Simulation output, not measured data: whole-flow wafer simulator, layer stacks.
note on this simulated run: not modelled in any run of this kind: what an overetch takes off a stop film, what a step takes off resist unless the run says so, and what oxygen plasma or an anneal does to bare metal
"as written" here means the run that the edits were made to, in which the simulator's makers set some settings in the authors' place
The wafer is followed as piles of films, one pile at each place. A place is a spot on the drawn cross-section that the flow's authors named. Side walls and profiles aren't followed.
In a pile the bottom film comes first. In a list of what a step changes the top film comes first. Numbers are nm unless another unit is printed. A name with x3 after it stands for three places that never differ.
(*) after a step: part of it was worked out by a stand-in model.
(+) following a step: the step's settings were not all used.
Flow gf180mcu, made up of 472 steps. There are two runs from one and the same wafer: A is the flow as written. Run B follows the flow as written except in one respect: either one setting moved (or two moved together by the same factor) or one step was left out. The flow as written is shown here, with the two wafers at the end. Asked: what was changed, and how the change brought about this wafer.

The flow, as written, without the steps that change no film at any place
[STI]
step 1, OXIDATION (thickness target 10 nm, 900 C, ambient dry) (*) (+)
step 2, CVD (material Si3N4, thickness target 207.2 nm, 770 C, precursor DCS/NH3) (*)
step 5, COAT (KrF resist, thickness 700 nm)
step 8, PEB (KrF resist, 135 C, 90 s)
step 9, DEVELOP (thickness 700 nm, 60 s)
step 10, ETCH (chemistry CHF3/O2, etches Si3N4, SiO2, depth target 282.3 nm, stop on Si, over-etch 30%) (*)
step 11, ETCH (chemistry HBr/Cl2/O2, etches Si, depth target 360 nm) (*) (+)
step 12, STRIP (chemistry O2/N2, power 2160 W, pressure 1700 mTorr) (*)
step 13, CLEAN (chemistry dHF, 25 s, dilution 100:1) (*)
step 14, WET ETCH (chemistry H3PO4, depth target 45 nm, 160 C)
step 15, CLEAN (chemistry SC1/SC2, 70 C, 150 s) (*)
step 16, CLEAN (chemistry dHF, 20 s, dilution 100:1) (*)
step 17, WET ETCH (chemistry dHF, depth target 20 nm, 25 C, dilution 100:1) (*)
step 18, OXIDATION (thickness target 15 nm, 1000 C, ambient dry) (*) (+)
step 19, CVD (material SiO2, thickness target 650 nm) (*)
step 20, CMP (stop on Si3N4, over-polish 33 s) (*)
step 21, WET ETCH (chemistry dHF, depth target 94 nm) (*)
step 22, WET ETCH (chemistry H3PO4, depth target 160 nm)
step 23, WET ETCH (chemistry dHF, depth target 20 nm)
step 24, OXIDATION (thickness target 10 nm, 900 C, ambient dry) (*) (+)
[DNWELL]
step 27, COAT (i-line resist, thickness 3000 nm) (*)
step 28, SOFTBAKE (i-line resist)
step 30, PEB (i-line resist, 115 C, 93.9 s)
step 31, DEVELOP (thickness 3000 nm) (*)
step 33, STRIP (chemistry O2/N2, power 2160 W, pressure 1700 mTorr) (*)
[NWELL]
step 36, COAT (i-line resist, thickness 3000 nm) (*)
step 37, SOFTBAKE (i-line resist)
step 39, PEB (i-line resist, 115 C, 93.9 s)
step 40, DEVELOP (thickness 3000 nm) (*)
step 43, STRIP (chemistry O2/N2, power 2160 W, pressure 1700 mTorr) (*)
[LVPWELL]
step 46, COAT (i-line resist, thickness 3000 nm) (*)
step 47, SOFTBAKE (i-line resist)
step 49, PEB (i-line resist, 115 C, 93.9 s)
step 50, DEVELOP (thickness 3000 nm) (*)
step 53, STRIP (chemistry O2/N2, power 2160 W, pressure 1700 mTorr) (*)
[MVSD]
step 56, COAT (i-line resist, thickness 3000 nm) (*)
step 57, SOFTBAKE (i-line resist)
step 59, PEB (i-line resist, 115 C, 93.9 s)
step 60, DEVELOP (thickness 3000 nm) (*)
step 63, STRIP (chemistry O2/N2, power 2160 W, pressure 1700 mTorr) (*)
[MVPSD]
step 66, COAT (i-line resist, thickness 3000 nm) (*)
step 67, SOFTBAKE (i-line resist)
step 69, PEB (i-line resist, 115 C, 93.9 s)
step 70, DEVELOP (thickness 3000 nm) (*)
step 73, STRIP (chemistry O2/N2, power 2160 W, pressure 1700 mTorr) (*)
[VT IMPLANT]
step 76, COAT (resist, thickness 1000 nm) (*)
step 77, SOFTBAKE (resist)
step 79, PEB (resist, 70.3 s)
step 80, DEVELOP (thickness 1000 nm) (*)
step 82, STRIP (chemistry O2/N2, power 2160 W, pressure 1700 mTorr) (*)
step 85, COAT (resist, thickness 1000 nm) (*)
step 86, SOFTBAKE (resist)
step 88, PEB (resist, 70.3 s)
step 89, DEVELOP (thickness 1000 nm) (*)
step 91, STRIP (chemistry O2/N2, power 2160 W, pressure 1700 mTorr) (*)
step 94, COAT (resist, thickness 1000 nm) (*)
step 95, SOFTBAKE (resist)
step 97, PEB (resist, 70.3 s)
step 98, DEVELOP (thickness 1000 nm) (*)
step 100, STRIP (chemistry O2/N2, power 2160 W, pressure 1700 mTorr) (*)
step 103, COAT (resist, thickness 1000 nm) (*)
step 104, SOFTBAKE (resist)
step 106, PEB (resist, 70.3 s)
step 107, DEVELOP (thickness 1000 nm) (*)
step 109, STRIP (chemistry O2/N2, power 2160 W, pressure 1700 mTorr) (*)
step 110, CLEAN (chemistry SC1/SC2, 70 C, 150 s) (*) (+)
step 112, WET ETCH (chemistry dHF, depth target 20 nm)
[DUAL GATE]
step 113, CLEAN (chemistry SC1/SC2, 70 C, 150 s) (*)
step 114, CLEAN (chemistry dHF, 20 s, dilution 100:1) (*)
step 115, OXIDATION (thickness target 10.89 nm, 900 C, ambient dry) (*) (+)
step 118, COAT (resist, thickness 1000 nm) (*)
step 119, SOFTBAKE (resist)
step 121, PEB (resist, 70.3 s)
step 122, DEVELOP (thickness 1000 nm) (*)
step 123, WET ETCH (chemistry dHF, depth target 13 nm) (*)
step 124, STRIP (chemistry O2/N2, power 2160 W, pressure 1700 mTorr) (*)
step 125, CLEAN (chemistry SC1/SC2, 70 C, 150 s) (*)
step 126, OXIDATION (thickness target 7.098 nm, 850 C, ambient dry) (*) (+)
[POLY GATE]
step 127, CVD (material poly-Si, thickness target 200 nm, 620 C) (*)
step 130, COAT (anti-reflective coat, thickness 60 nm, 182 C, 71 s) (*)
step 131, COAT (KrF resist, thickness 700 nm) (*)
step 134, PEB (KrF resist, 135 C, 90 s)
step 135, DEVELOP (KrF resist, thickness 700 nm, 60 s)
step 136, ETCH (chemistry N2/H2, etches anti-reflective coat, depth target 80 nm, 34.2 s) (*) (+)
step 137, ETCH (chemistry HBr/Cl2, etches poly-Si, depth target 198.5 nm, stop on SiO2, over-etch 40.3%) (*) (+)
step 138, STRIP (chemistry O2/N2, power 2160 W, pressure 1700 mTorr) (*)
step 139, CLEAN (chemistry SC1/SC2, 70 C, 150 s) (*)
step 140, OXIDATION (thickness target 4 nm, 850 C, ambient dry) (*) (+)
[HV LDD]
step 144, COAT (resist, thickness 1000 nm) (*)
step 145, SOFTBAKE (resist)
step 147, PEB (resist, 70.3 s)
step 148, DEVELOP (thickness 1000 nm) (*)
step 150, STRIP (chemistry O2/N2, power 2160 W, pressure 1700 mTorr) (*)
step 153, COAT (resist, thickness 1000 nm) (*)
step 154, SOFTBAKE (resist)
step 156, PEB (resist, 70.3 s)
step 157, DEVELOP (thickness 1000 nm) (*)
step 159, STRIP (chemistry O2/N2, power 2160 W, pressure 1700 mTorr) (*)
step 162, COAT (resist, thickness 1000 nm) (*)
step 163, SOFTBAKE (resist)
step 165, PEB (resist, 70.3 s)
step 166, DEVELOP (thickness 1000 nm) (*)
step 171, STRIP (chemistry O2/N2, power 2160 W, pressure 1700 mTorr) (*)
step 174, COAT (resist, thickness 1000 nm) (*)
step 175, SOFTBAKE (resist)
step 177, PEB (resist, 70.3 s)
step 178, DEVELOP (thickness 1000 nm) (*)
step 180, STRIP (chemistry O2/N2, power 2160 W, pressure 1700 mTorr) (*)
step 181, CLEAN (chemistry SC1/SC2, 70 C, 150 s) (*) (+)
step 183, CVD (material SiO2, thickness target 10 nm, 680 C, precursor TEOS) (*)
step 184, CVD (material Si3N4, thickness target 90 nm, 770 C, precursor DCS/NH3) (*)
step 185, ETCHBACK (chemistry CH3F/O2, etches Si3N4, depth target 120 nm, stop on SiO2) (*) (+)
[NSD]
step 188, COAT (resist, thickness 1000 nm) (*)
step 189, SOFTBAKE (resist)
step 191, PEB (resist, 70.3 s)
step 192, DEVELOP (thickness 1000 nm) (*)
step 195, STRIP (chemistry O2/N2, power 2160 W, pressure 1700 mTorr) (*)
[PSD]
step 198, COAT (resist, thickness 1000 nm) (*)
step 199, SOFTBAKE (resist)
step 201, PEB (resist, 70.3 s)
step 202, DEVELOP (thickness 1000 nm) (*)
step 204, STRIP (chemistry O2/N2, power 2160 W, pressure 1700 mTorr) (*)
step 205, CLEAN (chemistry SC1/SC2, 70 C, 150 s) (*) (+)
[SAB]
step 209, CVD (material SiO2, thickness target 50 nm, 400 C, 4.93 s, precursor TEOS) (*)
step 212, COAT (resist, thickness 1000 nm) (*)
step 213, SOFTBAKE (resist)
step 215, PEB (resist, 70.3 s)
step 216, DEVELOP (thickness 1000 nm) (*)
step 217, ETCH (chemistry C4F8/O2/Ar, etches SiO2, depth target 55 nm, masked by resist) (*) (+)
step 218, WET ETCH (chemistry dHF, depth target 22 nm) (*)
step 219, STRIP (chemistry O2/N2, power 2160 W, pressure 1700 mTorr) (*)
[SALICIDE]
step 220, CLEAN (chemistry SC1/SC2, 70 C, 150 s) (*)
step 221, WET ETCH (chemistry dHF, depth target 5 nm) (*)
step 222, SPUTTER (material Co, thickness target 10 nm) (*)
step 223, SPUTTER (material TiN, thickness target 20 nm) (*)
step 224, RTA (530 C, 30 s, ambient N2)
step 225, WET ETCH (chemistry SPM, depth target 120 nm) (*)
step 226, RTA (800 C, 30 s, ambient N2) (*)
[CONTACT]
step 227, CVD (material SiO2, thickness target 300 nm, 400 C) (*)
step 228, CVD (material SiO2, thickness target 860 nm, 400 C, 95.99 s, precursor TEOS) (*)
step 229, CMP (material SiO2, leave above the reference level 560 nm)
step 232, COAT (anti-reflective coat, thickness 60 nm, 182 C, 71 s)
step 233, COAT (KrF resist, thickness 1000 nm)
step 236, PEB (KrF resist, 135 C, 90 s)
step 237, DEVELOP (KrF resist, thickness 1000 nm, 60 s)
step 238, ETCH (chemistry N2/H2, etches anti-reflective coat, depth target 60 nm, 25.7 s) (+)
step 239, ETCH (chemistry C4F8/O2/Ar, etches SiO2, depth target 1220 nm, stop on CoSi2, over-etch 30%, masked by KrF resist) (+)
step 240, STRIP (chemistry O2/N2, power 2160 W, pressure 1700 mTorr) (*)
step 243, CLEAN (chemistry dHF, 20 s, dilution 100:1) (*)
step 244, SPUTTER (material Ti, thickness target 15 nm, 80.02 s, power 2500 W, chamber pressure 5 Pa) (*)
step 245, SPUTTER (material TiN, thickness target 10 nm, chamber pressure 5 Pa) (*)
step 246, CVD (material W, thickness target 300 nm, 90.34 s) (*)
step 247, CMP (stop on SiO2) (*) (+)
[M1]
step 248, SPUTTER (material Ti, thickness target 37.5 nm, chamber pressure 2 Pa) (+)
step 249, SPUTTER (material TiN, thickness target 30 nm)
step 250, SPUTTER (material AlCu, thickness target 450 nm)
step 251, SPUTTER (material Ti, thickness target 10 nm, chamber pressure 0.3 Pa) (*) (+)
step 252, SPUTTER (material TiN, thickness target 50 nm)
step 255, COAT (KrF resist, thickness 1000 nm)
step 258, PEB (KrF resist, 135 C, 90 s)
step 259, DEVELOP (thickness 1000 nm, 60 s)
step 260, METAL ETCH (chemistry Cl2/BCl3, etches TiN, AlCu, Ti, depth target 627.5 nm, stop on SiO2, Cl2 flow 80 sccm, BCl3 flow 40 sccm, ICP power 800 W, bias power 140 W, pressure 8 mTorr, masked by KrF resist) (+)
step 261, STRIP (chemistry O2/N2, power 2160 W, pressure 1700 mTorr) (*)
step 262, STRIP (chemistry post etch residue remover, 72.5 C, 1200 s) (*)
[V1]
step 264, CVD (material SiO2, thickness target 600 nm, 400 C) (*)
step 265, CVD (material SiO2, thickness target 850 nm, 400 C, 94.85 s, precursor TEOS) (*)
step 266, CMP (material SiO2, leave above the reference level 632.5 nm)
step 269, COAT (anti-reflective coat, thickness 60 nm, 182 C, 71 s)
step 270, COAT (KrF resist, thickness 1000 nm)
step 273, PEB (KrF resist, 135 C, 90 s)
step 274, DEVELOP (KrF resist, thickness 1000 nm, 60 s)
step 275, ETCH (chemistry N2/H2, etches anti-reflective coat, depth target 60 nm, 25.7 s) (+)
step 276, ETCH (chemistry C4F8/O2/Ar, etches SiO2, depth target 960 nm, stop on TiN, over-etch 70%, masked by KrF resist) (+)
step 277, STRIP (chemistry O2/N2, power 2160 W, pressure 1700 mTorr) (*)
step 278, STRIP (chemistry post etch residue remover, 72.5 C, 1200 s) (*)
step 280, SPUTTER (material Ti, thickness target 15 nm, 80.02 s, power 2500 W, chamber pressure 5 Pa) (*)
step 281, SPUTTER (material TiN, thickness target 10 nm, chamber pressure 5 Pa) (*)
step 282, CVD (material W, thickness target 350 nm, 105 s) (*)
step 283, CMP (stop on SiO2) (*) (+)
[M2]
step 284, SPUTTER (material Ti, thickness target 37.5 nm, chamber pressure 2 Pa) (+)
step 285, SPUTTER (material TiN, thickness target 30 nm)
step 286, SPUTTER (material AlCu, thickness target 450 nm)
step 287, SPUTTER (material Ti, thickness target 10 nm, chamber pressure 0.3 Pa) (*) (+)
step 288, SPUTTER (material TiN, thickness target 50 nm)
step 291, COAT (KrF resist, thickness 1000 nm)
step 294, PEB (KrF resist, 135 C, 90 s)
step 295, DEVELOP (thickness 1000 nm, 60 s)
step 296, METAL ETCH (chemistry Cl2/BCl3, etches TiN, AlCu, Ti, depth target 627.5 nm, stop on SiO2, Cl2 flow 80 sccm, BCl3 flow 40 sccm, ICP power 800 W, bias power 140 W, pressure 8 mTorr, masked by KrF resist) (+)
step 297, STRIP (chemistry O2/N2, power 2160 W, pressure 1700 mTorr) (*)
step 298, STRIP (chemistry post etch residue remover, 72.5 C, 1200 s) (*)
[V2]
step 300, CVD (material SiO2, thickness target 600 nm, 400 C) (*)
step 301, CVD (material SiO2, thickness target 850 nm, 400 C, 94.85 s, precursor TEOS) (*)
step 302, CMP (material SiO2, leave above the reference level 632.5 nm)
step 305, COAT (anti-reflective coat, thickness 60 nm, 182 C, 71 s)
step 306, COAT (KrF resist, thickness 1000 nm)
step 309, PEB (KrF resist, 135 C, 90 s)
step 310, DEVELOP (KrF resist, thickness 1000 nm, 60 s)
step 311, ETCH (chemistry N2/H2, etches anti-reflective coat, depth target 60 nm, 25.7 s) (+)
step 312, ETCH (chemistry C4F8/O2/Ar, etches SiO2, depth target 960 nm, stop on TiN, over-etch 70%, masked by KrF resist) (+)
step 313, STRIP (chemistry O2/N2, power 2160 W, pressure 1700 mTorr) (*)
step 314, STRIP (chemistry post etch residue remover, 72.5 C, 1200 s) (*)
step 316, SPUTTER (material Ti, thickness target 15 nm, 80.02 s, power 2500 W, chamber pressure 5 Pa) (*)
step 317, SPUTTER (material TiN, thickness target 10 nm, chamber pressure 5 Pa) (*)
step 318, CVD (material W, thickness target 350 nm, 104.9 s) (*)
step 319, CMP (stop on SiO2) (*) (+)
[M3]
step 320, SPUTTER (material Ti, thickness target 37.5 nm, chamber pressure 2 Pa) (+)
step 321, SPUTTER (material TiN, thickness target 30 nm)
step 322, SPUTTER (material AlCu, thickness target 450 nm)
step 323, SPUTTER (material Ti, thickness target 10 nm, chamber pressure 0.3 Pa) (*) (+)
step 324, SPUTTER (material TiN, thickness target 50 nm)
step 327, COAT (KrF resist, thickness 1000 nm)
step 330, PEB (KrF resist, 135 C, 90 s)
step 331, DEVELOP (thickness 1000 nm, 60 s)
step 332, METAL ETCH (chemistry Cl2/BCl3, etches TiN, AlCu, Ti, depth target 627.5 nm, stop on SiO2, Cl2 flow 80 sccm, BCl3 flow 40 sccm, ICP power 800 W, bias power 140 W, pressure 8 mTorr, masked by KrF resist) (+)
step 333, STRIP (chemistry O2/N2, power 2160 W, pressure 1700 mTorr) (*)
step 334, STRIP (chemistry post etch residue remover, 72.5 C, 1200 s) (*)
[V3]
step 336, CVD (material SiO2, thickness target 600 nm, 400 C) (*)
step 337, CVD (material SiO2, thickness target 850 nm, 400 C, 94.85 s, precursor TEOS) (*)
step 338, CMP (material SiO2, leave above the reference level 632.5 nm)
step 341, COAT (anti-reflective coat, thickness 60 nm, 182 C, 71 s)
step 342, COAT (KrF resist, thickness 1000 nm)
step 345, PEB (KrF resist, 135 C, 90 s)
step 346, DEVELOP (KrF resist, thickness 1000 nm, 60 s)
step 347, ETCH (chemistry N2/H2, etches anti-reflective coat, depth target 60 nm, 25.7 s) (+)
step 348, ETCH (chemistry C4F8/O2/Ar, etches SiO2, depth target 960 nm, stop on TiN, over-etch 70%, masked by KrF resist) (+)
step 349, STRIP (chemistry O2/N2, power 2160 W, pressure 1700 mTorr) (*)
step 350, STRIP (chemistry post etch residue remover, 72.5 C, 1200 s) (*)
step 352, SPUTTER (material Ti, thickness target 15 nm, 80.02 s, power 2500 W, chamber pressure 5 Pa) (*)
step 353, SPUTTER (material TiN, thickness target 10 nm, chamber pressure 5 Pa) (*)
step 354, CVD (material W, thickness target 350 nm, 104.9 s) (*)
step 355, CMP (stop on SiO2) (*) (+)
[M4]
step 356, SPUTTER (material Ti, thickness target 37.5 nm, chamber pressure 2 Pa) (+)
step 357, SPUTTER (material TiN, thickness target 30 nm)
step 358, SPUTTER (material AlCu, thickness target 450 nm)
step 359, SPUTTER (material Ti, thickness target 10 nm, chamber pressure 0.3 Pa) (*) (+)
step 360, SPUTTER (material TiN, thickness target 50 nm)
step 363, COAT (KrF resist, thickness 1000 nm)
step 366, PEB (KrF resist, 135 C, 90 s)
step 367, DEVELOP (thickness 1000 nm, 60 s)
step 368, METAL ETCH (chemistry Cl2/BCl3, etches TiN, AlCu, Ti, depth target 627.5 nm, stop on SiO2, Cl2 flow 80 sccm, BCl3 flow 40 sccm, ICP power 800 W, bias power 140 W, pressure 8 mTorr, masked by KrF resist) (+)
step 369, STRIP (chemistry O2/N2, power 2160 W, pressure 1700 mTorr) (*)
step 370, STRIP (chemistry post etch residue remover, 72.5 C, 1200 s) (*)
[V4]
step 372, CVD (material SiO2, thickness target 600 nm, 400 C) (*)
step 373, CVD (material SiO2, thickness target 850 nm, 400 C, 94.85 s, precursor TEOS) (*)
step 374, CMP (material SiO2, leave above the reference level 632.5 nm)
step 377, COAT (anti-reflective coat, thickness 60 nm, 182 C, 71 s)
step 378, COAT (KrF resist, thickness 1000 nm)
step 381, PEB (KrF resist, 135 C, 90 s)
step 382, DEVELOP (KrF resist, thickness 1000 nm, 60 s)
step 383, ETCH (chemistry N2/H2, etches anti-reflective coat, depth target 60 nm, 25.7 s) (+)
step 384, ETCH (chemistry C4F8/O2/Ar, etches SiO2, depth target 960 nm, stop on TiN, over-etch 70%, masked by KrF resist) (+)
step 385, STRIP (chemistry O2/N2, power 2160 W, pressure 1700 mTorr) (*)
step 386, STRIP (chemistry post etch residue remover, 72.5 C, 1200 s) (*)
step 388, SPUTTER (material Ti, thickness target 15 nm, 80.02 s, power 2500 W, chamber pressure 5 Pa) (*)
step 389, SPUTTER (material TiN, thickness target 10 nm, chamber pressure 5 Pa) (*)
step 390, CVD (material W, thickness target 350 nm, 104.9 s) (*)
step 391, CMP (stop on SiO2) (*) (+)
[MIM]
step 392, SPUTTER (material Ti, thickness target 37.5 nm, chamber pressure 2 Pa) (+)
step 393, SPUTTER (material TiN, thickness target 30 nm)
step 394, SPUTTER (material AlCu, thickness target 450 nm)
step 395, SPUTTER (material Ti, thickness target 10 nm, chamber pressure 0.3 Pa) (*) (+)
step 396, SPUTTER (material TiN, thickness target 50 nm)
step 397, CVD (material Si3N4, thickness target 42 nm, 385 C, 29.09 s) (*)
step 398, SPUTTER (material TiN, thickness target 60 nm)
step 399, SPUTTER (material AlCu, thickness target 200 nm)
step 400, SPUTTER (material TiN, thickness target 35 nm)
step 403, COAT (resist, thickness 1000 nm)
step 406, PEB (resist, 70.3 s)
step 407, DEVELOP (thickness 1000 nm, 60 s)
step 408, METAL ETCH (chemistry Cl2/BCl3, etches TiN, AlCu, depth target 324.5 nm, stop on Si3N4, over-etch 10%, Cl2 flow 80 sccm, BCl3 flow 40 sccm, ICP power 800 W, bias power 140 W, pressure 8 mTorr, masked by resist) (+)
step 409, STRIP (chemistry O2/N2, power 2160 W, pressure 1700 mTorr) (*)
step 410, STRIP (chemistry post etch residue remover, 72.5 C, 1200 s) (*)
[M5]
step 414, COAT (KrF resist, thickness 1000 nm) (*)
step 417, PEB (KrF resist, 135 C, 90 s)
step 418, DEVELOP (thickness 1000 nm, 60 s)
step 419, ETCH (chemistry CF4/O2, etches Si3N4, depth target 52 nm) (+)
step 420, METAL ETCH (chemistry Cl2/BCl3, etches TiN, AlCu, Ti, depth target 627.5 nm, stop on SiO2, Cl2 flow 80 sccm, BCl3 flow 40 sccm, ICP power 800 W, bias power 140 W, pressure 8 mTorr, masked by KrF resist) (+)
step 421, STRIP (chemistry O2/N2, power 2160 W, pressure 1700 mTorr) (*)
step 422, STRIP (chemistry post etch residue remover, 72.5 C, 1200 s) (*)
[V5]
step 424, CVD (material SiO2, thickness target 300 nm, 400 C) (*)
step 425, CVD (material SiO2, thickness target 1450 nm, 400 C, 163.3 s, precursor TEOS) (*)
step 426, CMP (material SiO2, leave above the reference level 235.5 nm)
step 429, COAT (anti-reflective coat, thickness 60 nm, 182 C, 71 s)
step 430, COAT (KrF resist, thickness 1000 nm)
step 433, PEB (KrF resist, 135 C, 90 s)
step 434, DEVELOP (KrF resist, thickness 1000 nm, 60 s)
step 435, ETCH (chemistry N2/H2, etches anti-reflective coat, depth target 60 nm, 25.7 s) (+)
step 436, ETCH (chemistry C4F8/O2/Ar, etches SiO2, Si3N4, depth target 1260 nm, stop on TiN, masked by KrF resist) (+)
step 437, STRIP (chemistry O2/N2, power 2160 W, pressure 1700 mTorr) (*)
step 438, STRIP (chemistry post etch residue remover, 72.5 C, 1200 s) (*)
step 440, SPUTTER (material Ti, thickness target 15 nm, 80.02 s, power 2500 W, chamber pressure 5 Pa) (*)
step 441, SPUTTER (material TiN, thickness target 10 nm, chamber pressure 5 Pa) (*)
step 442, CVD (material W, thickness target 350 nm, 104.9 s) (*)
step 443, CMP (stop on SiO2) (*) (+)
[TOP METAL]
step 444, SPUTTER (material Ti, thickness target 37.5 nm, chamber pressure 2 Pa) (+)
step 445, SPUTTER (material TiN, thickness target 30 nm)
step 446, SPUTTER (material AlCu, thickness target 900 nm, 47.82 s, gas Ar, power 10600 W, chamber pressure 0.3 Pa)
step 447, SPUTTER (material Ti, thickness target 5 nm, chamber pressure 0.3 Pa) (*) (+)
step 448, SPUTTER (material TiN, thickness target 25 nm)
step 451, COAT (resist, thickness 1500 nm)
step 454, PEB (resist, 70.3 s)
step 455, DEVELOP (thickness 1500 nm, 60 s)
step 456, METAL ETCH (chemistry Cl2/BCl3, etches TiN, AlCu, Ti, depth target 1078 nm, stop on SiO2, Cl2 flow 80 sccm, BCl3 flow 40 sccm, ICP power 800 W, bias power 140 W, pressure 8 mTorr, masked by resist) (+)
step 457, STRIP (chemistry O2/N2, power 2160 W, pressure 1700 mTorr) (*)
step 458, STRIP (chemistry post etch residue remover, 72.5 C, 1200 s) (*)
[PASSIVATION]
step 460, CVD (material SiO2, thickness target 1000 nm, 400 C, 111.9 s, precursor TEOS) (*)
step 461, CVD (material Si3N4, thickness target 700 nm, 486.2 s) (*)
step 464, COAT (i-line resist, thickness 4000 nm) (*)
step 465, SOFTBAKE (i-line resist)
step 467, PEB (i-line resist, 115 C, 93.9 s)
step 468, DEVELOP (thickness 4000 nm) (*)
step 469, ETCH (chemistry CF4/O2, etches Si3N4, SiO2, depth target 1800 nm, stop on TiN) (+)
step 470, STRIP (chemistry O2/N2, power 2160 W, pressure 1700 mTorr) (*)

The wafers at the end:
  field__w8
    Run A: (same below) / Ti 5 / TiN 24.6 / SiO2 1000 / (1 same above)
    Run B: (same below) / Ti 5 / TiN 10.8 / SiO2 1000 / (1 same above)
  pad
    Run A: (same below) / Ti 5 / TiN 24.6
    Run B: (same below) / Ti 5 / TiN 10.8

Cause: step 448, SPUTTER: thickness target 11.2 nm was run, while the flow as written has thickness target 25 nm.

How this came from the change, step by step:
  step 448, SPUTTER (material TiN, thickness target 25 nm)
      field, field__w1, field__w2 and 109 more: A TiN gains 25 (new film) | B TiN gains 11.2 (new film)
  step 456, METAL ETCH (chemistry Cl2/BCl3, etches TiN, AlCu, Ti, depth target 1078 nm, stop on SiO2, Cl2 flow 80 sccm, BCl3 flow 40 sccm, ICP power 800 W, bias power 140 W, pressure 8 mTorr, masked by resist) (+)
      field, field__w1, field__w2 and 103 more: A TiN loses 25 (all of it), Ti loses 5 (all of it), AlCu loses 900 (all of it), TiN loses 30 (all of it), Ti loses 37.5 (all of it) | B TiN loses 11.2 (all of it), Ti loses 5 (all of it), AlCu loses 900 (all of it), TiN loses 30 (all of it), Ti loses 37.5 (all of it)
  step 465, SOFTBAKE (i-line resist)
      field__w11, field__w13: A i-line resist gains 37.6 | B i-line resist gains 36.8
      ld_acc_p, ld_fp_p: A i-line resist gains 33.8 | B i-line resist gains 33.1
      (and at 27 other places as well)
